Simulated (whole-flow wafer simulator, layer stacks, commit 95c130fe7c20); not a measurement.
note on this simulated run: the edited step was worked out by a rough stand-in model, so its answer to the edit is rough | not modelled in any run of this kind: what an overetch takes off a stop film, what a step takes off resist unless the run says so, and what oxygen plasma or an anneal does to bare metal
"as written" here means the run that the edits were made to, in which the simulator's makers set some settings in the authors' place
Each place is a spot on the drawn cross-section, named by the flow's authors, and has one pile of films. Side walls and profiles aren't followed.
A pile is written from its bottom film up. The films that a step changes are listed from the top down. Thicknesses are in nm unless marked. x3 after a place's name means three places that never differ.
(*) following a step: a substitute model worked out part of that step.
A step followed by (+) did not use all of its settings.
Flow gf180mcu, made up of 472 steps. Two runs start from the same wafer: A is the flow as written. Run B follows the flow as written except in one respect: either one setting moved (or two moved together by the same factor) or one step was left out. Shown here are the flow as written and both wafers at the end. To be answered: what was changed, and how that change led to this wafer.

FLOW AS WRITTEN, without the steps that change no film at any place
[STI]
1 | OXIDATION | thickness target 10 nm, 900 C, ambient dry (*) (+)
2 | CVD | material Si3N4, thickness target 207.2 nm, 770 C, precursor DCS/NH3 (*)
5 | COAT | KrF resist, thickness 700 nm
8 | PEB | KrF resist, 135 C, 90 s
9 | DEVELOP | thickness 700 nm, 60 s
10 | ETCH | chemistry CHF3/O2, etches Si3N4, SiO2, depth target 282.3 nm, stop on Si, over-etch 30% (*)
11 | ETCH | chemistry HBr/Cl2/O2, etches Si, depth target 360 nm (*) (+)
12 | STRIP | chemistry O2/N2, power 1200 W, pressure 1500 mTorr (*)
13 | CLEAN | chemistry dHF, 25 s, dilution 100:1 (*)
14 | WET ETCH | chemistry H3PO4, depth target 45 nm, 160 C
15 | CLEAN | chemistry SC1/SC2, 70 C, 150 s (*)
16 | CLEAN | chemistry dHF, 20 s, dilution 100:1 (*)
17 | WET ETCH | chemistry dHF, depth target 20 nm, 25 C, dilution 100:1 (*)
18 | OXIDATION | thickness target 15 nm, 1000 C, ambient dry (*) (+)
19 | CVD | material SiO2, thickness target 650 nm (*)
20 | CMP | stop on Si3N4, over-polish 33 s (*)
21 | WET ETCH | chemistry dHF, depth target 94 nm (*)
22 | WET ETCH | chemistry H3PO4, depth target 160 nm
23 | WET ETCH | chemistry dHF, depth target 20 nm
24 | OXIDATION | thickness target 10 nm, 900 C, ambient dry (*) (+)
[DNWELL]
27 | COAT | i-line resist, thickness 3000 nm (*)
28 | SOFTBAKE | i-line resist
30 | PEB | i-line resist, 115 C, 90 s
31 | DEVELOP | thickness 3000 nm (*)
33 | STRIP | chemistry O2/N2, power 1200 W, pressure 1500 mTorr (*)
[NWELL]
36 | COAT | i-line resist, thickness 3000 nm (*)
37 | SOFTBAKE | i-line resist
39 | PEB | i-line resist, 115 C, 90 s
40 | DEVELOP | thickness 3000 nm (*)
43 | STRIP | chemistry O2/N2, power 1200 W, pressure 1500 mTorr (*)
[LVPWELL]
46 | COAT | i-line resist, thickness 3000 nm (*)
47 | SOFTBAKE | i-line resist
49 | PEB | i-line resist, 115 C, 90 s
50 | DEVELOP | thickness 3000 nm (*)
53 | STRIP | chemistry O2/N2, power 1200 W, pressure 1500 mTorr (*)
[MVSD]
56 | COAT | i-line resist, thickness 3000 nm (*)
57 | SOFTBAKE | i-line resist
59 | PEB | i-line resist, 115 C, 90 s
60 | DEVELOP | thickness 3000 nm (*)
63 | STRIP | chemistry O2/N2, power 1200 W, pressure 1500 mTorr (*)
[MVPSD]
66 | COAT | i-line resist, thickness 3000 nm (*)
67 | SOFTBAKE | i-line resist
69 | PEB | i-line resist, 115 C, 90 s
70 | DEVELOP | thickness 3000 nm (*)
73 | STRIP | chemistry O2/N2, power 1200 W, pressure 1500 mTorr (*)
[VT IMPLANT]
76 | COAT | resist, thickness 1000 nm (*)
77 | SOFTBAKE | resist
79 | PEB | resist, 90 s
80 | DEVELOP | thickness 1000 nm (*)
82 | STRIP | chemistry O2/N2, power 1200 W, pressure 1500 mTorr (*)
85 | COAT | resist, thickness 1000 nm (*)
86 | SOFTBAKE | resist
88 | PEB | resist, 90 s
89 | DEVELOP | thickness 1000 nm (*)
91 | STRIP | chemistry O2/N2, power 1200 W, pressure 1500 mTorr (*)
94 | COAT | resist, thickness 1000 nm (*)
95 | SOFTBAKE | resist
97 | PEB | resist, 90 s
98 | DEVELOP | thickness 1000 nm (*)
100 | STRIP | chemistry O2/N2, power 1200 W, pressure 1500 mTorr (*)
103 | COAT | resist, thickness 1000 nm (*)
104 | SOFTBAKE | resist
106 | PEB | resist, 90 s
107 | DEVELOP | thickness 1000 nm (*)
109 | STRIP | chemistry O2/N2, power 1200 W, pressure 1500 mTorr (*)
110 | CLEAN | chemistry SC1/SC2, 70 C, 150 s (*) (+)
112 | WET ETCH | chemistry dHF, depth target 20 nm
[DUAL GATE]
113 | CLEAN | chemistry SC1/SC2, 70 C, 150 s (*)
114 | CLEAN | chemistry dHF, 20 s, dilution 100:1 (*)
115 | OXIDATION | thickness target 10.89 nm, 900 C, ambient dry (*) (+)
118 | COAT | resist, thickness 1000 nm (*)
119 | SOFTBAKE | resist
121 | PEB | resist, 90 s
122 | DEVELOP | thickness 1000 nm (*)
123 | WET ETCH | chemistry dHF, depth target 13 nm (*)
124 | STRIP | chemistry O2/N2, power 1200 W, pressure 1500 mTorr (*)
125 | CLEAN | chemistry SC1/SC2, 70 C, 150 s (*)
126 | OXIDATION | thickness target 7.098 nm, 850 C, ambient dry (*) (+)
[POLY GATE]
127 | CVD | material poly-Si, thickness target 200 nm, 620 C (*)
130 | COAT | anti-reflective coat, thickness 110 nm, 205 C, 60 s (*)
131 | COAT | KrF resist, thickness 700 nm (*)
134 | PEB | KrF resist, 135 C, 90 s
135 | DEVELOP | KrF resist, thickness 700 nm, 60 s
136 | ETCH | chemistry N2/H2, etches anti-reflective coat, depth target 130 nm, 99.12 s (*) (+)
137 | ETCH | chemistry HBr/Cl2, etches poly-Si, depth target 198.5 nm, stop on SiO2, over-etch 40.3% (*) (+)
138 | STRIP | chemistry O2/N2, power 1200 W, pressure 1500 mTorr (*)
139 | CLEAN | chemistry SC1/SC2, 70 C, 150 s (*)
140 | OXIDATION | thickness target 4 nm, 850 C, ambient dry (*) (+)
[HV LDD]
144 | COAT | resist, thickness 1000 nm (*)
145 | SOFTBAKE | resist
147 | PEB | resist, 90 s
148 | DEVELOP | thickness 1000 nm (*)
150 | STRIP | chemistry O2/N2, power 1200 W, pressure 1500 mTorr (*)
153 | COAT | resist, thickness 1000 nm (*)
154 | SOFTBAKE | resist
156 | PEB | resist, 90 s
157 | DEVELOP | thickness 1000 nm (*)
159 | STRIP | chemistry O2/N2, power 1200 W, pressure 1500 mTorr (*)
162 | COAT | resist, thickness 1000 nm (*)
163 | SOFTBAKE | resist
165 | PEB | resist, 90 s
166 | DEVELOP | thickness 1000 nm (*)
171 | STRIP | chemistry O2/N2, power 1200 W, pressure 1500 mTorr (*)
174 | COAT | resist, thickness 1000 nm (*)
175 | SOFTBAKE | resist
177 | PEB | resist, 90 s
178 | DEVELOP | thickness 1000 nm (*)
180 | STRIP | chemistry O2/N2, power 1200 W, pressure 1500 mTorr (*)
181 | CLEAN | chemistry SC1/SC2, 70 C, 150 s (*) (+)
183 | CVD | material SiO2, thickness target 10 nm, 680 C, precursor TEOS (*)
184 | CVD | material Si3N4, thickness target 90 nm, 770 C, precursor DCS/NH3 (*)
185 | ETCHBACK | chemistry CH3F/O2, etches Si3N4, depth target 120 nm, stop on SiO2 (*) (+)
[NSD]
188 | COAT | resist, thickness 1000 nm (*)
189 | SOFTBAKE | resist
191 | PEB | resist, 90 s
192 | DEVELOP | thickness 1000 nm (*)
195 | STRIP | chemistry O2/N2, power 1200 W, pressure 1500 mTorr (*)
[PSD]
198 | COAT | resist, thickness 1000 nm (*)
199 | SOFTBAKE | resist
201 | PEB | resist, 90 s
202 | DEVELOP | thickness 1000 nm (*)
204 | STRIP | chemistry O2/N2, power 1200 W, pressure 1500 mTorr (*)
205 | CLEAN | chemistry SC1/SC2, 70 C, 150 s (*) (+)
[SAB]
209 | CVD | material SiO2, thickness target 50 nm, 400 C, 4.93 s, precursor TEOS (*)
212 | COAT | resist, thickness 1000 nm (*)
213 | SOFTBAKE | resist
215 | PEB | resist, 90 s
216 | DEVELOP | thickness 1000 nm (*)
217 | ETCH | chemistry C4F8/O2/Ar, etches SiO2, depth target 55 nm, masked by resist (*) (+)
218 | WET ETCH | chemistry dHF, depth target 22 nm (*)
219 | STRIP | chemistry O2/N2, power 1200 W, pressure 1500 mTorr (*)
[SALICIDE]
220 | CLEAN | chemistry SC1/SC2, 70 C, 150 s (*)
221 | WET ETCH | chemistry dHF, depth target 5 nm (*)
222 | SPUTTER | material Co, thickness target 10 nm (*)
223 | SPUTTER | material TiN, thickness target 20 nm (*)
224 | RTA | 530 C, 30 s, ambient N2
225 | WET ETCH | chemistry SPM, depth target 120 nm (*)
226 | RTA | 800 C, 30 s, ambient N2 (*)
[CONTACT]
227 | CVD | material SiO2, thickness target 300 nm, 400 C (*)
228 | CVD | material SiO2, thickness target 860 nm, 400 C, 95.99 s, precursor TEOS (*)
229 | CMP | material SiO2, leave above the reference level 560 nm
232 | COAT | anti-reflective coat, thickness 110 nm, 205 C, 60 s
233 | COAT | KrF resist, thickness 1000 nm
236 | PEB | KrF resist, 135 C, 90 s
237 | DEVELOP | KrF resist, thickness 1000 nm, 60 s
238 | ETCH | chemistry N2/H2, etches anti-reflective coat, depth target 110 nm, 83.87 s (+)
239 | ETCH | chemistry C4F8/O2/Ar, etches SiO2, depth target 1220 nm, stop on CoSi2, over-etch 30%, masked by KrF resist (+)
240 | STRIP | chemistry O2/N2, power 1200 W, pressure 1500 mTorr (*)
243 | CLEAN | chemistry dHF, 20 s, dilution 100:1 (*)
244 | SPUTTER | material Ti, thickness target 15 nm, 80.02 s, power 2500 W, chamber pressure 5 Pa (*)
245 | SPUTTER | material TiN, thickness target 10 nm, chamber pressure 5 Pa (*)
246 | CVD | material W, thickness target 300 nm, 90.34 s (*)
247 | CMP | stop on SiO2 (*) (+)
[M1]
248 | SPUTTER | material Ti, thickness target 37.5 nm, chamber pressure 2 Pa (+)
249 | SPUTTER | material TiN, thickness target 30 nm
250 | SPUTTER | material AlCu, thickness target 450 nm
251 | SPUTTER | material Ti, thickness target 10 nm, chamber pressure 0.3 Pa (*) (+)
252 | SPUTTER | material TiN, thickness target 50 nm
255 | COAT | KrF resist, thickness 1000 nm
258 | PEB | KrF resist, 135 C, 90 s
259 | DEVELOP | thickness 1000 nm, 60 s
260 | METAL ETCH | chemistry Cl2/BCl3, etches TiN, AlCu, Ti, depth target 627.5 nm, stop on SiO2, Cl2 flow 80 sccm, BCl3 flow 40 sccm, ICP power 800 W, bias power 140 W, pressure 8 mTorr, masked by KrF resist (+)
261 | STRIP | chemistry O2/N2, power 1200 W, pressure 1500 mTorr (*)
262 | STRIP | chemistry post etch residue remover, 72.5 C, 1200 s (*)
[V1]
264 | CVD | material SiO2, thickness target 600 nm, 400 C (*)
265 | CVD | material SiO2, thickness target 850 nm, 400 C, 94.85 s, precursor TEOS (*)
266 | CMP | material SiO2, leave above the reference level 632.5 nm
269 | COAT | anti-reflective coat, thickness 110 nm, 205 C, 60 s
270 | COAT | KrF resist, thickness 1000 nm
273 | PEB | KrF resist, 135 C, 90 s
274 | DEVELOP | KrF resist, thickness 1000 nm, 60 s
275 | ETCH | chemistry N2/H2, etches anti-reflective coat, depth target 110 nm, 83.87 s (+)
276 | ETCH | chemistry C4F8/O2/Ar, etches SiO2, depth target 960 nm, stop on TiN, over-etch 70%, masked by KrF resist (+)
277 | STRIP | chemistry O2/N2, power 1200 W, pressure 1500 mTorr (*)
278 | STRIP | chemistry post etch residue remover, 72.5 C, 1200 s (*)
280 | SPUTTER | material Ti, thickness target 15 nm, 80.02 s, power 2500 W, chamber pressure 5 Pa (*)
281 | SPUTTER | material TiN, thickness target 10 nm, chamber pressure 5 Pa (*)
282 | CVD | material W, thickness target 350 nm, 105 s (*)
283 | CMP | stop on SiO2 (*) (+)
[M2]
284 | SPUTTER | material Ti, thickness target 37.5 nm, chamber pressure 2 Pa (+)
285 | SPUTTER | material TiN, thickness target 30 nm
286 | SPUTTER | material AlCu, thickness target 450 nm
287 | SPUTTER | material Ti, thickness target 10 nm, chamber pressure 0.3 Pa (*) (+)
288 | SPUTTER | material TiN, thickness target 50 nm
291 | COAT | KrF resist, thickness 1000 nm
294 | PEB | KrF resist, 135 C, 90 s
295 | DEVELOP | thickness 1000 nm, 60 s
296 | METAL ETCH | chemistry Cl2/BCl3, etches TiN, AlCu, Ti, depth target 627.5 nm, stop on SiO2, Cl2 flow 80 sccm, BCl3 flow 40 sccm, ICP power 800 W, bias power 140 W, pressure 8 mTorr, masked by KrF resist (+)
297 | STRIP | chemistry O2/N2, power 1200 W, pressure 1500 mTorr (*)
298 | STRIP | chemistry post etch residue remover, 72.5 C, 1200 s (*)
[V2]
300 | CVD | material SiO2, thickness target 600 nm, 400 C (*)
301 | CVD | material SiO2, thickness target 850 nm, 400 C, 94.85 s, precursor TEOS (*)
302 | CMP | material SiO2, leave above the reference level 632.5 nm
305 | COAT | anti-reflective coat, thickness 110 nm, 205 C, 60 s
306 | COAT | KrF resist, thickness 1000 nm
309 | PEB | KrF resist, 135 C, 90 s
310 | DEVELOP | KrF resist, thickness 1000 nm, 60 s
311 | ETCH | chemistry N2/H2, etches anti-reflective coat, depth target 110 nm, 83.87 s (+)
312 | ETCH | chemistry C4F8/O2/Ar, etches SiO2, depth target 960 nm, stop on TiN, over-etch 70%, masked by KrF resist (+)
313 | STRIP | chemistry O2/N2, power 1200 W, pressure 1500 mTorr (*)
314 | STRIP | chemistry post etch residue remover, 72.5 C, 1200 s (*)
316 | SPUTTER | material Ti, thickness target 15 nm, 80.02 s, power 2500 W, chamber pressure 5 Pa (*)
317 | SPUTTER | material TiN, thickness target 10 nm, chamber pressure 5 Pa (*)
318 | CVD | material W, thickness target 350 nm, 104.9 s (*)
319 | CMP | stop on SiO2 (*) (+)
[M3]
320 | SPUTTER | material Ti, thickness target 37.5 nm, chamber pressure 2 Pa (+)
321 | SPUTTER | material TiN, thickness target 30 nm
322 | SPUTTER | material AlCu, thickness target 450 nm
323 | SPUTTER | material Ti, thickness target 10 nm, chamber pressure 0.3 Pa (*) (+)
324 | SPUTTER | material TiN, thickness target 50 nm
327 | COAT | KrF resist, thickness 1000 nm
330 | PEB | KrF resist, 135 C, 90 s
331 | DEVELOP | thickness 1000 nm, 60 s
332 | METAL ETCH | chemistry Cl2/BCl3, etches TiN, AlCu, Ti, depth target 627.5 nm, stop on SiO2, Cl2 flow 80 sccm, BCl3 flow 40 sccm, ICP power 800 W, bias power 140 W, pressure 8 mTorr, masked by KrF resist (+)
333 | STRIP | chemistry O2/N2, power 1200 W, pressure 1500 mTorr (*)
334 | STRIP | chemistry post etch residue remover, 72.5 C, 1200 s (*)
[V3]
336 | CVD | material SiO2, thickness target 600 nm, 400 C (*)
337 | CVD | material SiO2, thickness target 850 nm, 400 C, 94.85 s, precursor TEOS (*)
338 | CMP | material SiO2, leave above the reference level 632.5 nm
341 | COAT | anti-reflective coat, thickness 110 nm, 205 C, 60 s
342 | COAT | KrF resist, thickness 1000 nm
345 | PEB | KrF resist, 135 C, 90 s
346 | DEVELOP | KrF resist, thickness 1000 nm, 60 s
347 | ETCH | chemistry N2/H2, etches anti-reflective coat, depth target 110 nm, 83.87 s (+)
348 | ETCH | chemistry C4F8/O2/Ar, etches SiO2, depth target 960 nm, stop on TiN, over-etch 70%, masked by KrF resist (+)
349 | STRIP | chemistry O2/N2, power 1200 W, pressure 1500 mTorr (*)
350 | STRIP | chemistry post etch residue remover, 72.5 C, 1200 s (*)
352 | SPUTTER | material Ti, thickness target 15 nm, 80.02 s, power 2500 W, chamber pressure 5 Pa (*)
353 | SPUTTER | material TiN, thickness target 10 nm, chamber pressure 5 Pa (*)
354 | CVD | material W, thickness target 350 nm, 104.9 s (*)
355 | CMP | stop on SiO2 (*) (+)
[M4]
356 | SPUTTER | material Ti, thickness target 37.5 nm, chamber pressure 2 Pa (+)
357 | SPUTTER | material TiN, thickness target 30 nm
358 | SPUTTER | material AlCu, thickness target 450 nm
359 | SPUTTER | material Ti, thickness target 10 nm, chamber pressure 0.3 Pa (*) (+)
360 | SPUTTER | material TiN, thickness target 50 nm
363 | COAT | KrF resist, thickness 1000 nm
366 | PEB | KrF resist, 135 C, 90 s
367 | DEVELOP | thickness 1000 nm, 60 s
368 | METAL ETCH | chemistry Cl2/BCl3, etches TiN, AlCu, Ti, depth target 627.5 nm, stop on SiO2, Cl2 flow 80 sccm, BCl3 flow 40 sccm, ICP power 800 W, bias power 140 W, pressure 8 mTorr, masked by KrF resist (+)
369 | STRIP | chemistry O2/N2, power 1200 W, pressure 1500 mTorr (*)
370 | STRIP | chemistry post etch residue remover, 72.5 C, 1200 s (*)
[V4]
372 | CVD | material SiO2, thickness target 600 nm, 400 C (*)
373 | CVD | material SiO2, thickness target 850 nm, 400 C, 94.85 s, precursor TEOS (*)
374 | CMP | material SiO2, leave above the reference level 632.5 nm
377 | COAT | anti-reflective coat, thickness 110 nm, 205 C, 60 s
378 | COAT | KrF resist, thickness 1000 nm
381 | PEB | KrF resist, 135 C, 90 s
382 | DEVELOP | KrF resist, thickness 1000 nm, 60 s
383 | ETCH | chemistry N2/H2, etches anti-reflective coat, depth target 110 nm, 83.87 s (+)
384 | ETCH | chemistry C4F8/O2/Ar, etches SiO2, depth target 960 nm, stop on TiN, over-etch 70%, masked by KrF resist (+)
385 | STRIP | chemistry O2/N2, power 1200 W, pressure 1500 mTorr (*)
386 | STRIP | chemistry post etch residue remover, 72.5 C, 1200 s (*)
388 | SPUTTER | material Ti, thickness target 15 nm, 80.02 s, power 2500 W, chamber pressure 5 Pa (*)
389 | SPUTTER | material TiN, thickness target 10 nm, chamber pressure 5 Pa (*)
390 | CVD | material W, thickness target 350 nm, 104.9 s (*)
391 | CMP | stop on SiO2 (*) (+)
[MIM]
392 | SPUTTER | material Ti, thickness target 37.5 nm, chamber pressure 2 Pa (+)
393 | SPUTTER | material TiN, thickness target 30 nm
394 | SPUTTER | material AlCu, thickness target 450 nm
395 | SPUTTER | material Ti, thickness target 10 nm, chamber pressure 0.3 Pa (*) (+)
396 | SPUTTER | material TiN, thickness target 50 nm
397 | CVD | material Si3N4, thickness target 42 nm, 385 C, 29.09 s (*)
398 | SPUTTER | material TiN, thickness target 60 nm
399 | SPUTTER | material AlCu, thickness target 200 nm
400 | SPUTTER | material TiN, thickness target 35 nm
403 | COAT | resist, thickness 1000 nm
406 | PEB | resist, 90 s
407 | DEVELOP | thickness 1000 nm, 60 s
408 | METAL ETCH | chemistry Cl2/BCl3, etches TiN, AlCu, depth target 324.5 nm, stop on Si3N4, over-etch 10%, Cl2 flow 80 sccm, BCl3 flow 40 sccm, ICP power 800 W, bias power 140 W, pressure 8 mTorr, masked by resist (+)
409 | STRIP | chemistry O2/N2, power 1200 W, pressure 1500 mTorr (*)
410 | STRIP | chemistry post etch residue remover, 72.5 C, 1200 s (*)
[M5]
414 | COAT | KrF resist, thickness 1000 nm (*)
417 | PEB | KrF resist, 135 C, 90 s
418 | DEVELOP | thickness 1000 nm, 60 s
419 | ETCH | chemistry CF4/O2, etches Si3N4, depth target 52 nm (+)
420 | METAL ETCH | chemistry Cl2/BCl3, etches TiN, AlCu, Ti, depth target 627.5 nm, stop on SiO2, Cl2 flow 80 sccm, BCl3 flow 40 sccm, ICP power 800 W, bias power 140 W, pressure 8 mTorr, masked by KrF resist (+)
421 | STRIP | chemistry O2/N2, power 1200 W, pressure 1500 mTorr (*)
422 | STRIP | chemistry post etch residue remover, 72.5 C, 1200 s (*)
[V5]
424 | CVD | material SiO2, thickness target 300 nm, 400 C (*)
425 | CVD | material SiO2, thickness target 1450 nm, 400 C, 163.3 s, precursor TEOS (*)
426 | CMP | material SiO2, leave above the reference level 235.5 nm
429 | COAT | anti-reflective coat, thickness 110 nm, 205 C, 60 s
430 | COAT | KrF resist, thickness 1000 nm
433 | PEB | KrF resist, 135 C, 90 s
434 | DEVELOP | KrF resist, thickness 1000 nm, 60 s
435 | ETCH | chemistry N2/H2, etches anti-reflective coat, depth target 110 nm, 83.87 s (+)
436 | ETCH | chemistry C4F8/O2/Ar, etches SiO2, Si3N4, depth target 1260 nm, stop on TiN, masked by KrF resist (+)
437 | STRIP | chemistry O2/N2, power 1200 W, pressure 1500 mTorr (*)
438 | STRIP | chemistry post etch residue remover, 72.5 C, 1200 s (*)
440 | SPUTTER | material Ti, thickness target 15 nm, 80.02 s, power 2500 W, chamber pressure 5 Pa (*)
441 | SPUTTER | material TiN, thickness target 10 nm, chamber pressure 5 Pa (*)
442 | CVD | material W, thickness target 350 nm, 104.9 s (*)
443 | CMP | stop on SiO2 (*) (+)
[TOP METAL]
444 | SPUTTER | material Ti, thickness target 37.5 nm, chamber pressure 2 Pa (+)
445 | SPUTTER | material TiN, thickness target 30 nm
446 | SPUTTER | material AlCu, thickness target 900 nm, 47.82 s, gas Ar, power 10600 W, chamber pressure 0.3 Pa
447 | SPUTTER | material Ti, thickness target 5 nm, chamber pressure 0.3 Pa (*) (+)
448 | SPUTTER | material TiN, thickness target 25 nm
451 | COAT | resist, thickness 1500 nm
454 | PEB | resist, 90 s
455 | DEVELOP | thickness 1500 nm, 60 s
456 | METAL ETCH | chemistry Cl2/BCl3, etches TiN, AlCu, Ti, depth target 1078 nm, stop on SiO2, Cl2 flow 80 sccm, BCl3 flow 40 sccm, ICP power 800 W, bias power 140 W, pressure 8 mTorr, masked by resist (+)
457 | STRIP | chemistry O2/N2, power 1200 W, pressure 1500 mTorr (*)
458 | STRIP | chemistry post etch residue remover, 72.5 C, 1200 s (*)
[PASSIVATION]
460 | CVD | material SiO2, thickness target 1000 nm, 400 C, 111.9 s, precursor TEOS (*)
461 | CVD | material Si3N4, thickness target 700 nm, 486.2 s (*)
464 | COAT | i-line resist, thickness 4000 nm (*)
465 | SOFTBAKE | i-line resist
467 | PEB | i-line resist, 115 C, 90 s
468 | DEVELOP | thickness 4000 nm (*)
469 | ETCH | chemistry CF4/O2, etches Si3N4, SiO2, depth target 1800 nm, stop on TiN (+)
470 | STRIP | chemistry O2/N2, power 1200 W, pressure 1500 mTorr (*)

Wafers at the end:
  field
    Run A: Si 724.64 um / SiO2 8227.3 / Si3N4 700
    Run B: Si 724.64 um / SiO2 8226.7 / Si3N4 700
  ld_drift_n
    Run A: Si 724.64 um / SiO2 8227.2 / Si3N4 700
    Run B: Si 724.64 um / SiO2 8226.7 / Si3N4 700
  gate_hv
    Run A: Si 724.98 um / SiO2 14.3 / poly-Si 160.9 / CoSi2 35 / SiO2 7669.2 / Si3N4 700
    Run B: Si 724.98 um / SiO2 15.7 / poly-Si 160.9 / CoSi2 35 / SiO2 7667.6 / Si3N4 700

The reason: step 115, OXIDATION: thickness target 12.52 nm was run, though the flow has thickness target 10.89 nm.

How this came from the change, step by step:
  115 | OXIDATION | thickness target 10.89 nm, 900 C, ambient dry (*) (+)
      active, n_well, p_well and 40 more: A SiO2 gains 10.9 (new film), Si loses 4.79 | B SiO2 gains 12.5 (new film), Si loses 5.51
  123 | WET ETCH | chemistry dHF, depth target 13 nm (*)
      active, n_well, p_well and 12 more: A SiO2 loses 10.9 (all of it) | B SiO2 loses 12.5 (all of it)
  189 | SOFTBAKE | resist
      field__w9: A resist gains 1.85 | B resist loses 1.05
  199 | SOFTBAKE | resist
      field__w9: A resist gains 1.85 | B resist loses 1.05
  218 | WET ETCH | chemistry dHF, depth target 22 nm (*)
      ldn_tap, ldn_src, ldn_drn, ldp_tap, ldp_src, ldp_drn, ldp_gr: A SiO2 loses 16 (all of it) | B SiO2 loses 17.4 (all of it)
      ld_drn_n, ld_sd_p: A SiO2 loses 14.8 (all of it) | B SiO2 loses 16.2 (all of it)
      (also at 5 further places)
